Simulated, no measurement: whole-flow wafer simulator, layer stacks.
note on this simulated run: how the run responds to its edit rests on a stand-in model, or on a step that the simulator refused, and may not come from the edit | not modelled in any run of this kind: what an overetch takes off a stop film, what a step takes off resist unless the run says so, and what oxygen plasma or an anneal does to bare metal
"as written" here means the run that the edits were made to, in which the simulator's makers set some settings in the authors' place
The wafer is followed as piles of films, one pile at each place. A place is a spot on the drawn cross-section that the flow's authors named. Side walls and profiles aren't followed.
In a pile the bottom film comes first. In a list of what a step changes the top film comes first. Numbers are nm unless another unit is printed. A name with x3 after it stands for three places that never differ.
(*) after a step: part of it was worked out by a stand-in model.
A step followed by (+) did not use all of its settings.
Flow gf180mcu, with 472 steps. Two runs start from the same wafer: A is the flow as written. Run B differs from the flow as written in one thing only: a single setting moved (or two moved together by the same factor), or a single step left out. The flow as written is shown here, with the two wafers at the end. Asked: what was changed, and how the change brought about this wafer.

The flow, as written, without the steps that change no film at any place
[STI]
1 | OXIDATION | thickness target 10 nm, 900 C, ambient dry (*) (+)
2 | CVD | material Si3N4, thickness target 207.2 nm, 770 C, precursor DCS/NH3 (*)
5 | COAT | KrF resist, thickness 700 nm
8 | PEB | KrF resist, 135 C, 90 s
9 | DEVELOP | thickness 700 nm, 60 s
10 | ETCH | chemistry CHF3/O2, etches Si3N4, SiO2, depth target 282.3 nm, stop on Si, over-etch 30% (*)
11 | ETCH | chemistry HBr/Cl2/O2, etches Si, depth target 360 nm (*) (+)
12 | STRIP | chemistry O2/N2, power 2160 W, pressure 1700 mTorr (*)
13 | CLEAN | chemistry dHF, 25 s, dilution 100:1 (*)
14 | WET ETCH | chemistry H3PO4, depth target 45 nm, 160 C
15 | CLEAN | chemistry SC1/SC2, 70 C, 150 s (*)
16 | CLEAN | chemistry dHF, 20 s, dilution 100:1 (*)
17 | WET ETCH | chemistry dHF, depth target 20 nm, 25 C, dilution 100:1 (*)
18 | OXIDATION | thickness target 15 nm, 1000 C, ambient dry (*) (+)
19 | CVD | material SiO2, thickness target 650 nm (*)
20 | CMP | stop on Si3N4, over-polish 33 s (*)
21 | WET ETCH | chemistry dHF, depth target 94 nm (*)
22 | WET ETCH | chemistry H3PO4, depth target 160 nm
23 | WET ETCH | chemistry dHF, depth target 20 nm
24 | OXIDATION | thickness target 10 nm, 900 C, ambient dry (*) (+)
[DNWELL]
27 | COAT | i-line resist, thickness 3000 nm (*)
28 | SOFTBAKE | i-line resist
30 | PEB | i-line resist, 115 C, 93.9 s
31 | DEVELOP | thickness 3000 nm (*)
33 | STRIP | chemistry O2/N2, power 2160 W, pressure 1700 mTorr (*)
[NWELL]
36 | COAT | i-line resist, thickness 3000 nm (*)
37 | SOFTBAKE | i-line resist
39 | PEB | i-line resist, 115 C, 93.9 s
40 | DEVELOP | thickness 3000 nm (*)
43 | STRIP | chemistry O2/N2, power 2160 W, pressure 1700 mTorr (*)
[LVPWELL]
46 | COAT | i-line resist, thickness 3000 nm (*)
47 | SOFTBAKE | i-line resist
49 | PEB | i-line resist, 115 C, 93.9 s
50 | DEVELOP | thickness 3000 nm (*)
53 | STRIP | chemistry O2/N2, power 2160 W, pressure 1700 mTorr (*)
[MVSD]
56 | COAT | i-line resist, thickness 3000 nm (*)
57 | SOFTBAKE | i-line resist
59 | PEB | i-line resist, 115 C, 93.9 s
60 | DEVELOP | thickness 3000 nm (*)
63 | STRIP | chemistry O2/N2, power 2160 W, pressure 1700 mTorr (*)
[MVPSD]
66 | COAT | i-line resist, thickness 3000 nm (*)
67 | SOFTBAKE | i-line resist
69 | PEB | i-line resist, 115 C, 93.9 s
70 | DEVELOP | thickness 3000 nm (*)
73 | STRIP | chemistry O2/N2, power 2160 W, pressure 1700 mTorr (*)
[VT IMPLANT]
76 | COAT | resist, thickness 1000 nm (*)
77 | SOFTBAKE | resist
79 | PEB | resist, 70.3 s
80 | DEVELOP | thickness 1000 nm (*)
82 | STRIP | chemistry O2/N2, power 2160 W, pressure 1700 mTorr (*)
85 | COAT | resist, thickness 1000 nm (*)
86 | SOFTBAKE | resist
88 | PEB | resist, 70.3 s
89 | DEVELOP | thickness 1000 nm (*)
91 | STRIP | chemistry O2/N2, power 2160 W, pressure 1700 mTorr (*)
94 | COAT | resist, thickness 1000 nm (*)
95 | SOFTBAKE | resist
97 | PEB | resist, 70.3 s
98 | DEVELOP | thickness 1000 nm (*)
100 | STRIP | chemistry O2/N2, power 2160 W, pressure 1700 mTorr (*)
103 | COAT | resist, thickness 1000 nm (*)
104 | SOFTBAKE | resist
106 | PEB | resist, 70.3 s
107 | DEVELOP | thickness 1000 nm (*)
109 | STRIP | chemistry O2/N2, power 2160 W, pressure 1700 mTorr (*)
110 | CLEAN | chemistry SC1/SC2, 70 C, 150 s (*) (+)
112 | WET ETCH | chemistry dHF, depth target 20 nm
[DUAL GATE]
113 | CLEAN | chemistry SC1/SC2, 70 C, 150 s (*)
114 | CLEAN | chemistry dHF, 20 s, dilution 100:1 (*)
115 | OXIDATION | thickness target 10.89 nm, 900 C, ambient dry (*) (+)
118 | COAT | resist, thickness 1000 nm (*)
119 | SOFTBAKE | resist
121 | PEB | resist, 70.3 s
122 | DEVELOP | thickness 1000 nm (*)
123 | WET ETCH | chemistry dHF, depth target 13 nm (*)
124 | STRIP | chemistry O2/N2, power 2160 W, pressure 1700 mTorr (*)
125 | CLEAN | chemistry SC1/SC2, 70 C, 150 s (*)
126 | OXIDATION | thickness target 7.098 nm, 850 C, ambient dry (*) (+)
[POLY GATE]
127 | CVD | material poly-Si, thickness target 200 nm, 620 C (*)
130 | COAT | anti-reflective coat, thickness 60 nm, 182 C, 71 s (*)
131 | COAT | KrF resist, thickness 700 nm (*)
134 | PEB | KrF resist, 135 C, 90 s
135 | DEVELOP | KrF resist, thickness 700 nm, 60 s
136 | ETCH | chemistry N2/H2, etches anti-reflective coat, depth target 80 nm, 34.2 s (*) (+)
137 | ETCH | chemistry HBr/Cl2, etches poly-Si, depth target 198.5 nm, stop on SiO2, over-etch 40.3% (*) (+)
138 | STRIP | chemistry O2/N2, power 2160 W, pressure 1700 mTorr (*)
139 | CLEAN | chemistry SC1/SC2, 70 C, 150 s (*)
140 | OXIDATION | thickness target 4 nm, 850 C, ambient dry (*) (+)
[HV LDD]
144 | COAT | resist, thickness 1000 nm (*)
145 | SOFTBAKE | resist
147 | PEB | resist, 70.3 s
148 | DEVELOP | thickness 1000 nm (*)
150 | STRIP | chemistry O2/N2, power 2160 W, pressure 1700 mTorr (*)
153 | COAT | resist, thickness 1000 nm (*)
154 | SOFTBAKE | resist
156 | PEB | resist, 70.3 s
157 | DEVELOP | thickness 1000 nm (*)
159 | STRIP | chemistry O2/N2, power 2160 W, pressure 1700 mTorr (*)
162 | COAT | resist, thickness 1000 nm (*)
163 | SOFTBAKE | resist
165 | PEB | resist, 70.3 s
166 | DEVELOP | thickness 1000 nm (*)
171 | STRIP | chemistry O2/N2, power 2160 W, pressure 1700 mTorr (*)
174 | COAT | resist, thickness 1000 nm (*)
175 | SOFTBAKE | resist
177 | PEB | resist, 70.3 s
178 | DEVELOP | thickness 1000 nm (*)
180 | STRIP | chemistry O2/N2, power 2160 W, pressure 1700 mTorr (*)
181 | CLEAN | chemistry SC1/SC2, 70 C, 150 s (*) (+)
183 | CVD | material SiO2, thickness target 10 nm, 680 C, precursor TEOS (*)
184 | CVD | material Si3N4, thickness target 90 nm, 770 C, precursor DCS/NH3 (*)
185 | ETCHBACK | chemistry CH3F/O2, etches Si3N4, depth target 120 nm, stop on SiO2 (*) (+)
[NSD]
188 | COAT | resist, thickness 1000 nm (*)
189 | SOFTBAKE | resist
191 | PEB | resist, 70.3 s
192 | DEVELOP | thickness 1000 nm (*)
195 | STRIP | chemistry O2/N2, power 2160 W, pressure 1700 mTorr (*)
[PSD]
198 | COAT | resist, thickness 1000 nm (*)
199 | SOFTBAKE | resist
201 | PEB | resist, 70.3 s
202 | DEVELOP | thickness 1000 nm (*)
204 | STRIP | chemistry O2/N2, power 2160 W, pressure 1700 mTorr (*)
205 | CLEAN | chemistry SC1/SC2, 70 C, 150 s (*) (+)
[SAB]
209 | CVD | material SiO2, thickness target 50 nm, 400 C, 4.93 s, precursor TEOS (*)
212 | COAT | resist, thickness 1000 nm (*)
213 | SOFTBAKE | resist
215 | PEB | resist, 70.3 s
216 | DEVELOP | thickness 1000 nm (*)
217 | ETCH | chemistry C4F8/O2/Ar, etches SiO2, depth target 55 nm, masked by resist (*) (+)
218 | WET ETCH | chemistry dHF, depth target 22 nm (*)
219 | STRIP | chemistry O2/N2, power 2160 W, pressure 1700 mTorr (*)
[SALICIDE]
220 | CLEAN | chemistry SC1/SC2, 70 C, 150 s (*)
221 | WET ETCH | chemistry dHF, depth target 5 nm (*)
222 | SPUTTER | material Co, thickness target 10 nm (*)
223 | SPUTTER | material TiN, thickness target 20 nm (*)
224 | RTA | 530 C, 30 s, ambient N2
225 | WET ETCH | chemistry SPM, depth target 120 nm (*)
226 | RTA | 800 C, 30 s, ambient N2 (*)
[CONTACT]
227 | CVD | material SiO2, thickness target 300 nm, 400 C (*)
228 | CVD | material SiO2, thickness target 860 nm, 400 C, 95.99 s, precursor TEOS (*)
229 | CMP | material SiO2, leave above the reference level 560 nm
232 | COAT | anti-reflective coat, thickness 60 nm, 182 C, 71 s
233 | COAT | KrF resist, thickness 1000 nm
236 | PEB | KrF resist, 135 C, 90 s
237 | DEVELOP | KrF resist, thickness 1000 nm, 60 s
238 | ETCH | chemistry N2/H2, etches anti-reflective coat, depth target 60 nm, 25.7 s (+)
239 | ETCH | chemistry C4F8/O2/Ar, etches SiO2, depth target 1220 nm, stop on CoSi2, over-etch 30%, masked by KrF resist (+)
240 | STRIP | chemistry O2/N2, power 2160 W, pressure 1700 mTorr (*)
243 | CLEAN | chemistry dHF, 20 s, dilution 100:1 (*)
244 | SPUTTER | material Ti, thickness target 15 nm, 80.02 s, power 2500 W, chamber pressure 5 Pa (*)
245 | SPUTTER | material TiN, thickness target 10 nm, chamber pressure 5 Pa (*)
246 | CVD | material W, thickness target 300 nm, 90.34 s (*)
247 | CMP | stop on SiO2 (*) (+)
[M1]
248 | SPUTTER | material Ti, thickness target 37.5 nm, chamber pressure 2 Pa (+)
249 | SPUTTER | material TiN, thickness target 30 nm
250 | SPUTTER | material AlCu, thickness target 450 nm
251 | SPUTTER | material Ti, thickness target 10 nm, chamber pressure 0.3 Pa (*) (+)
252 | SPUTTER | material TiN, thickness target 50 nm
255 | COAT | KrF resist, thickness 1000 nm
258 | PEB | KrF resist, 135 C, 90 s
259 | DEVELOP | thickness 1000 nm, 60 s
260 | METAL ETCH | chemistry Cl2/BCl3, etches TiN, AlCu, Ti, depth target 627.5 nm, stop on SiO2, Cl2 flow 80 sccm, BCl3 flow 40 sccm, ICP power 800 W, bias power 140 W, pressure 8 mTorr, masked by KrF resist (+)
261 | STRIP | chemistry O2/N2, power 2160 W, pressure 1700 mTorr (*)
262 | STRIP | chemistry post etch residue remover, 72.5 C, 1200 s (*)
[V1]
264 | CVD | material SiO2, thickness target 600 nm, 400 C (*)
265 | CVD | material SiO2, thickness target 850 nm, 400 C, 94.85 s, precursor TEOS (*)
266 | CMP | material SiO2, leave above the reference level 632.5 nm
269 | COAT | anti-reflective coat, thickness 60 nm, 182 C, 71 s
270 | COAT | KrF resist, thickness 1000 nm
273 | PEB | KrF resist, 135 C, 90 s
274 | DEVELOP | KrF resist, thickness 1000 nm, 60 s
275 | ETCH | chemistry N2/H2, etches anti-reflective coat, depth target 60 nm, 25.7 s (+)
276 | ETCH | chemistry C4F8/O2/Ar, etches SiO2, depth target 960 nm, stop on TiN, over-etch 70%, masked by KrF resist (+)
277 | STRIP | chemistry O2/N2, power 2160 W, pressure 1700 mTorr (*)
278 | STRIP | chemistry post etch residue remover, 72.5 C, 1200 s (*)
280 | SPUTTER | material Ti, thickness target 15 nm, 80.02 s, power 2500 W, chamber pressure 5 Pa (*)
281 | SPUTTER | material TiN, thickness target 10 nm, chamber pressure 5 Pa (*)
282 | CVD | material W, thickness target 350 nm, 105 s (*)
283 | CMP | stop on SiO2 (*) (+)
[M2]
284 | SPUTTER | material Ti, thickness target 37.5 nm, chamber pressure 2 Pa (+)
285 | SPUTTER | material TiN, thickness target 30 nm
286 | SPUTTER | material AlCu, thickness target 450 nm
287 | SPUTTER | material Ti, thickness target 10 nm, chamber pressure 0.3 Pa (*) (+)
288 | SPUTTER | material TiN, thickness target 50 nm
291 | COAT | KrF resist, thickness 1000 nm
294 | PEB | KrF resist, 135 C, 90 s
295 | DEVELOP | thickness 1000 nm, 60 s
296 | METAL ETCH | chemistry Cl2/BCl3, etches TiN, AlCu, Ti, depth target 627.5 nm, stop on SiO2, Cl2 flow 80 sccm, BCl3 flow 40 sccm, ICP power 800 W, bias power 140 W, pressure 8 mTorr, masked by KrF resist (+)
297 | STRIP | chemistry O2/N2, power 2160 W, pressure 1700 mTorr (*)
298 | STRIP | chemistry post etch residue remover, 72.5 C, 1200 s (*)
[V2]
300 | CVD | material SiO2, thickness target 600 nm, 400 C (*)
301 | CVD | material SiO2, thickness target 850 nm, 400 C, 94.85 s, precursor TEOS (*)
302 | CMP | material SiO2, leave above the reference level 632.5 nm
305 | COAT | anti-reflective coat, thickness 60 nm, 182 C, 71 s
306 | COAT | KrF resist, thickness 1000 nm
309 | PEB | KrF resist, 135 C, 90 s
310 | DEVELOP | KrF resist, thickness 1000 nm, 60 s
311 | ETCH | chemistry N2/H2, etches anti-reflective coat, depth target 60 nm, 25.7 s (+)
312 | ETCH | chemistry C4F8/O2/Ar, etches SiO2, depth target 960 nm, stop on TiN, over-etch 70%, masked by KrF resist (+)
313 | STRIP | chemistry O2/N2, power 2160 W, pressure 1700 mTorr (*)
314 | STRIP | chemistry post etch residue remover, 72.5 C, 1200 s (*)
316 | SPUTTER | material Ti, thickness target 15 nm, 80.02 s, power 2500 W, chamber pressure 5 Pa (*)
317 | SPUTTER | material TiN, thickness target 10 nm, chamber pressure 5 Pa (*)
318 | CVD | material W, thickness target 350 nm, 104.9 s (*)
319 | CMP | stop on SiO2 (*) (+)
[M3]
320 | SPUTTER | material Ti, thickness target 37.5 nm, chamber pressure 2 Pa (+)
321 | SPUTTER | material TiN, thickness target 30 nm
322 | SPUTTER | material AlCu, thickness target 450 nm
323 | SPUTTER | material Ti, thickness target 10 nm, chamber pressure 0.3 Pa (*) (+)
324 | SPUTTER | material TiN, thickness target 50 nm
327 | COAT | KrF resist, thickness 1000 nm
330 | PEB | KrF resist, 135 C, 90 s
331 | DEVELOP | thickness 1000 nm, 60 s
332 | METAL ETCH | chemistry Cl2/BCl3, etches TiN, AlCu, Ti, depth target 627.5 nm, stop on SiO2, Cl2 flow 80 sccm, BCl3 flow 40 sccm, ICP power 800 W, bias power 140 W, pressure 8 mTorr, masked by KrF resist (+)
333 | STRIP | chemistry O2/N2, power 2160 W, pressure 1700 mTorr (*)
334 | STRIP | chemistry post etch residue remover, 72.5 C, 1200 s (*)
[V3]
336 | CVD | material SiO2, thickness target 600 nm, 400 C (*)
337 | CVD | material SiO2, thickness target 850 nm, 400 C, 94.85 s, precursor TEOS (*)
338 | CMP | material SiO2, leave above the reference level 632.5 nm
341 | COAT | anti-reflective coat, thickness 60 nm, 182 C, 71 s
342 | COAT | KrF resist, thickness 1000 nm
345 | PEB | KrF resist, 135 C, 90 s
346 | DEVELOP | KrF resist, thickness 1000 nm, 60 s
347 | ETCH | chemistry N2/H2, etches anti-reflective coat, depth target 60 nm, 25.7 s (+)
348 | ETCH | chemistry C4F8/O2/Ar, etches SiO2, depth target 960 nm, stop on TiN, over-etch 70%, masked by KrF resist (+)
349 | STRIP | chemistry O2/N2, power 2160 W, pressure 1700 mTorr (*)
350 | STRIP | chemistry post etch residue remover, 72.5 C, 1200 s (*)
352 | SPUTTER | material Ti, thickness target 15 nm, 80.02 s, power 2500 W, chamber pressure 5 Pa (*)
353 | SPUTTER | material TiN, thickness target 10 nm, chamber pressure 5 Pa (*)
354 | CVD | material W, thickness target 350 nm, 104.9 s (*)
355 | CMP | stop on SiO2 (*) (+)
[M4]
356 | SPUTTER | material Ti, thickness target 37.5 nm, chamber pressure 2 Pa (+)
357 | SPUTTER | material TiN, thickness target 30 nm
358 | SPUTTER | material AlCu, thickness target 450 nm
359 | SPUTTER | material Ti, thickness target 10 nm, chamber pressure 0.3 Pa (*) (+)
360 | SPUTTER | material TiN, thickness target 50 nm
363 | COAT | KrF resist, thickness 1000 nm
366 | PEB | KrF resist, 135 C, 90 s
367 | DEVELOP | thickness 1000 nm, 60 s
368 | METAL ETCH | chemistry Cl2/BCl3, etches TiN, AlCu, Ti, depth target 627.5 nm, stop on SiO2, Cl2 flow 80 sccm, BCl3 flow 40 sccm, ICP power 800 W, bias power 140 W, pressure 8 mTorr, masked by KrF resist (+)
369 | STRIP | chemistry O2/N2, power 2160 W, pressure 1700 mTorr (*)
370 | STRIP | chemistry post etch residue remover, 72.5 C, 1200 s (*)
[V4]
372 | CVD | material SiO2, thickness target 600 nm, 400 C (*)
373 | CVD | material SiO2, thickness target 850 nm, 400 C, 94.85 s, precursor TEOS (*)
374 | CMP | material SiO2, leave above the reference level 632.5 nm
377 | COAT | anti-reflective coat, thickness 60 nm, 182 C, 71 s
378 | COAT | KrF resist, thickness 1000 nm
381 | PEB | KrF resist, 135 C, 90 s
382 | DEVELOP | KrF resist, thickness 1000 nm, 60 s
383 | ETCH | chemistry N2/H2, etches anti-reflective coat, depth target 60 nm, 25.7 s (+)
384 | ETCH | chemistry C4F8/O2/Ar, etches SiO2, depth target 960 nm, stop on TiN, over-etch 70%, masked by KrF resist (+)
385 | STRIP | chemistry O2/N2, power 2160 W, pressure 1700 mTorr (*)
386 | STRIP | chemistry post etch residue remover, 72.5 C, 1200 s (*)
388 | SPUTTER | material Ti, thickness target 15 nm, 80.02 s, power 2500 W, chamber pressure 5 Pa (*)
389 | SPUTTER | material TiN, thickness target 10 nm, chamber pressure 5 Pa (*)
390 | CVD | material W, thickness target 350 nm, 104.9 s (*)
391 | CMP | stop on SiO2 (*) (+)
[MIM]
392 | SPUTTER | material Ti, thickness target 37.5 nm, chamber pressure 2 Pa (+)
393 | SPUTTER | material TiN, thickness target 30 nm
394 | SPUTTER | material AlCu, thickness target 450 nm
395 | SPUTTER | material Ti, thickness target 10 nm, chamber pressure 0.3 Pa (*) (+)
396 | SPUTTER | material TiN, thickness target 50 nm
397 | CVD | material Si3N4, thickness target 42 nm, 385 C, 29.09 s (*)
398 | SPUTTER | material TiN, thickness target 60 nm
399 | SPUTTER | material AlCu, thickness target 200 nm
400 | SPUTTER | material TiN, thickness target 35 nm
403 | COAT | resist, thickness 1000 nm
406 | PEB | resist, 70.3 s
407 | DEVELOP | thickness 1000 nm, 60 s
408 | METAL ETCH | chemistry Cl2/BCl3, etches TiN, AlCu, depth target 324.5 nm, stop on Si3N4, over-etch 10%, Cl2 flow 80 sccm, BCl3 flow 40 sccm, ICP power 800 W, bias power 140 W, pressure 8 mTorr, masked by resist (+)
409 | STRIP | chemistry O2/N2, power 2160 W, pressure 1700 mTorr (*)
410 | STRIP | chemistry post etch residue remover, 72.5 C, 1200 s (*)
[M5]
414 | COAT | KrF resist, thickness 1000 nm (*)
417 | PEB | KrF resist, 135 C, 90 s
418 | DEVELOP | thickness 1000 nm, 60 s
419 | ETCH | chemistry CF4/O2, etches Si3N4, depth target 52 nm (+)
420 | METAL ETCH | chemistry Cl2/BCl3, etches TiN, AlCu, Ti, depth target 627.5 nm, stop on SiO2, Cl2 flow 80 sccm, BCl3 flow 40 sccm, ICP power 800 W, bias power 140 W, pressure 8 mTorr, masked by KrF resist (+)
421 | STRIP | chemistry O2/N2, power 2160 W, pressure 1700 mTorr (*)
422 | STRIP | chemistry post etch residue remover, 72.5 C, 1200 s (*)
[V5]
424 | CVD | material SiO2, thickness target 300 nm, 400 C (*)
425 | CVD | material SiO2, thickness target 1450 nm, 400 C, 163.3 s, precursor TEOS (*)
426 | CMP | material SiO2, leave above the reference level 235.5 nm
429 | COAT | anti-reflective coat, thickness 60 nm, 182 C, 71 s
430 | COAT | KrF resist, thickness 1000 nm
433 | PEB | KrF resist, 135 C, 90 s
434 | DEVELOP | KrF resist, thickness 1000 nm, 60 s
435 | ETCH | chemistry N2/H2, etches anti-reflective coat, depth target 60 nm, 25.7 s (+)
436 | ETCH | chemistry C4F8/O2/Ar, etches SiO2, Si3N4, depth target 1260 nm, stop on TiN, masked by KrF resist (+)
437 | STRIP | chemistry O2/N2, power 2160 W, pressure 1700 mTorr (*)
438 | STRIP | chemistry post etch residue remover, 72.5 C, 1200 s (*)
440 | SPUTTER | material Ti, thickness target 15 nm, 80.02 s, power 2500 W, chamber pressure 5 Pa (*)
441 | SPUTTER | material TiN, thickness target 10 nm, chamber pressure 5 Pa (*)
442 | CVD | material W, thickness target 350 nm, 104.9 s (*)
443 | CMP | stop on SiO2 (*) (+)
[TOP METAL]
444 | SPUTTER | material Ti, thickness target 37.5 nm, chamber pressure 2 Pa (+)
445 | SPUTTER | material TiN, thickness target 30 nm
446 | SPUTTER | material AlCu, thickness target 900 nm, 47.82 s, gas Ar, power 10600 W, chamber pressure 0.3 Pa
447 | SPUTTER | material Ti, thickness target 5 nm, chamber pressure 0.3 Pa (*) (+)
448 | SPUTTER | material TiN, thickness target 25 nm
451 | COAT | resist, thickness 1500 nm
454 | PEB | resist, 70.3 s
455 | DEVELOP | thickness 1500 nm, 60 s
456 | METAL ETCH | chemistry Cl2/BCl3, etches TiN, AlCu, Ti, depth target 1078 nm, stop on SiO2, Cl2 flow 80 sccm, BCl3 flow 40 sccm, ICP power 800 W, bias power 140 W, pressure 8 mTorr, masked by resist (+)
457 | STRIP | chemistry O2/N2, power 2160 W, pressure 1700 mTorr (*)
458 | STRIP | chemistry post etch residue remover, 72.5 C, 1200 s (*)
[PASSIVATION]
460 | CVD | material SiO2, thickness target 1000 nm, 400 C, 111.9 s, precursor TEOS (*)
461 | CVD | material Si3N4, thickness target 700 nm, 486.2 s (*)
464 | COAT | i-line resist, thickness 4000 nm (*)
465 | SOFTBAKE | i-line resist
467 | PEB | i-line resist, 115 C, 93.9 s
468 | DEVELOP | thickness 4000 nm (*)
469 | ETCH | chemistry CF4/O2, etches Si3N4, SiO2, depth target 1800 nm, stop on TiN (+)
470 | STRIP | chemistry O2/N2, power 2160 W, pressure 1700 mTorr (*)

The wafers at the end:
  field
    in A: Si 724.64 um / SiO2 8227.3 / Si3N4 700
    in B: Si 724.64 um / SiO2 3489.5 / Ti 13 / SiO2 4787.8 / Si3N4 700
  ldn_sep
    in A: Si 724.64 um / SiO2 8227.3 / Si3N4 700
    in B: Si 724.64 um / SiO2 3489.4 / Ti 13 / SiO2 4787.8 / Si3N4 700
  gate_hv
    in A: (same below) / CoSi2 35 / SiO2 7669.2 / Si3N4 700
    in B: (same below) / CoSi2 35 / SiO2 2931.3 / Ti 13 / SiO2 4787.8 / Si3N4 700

Cause: step 322, SPUTTER: thickness target 513 nm was run, though the flow has thickness target 450 nm.

Step by step, how the change led to this:
  322 | SPUTTER | material AlCu, thickness target 450 nm
      field, field__w1, field__w2 and 108 more: A +450 AlCu (new film) | B +513 AlCu (new film)
  332 | METAL ETCH | chemistry Cl2/BCl3, etches TiN, AlCu, Ti, depth target 627.5 nm, stop on SiO2, Cl2 flow 80 sccm, BCl3 flow 40 sccm, ICP power 800 W, bias power 140 W, pressure 8 mTorr, masked by KrF resist (+)
      field, field__w1, field__w2 and 103 more: A -50 TiN (all of it), -10 Ti (all of it), -450 AlCu (all of it), -30 TiN (all of it), -37.5 Ti (all of it) | B -50 TiN (all of it), -10 Ti (all of it), -513 AlCu (all of it), -30 TiN (all of it), -24.5 Ti
  336 | CVD | material SiO2, thickness target 600 nm, 400 C (*)
      field, field__w1, field__w2 and 103 more: A +600 SiO2 | B +600 SiO2 (new film)
  338 | CMP | material SiO2, leave above the reference level 632.5 nm
      field, field__w1, field__w2 and 103 more: A -300 SiO2 | B -250 SiO2
If metal films that touch count as one body, field has 1 body; the flow as written gives 0 bodies.
If metal films that touch count as one body, ldn_sep has 1 body; the flow as written gives 0 bodies.
If metal films that touch count as one body, gate_hv has 2 bodies (between them, from the top down: SiO2 2931.3); the flow as written gives 1 body.
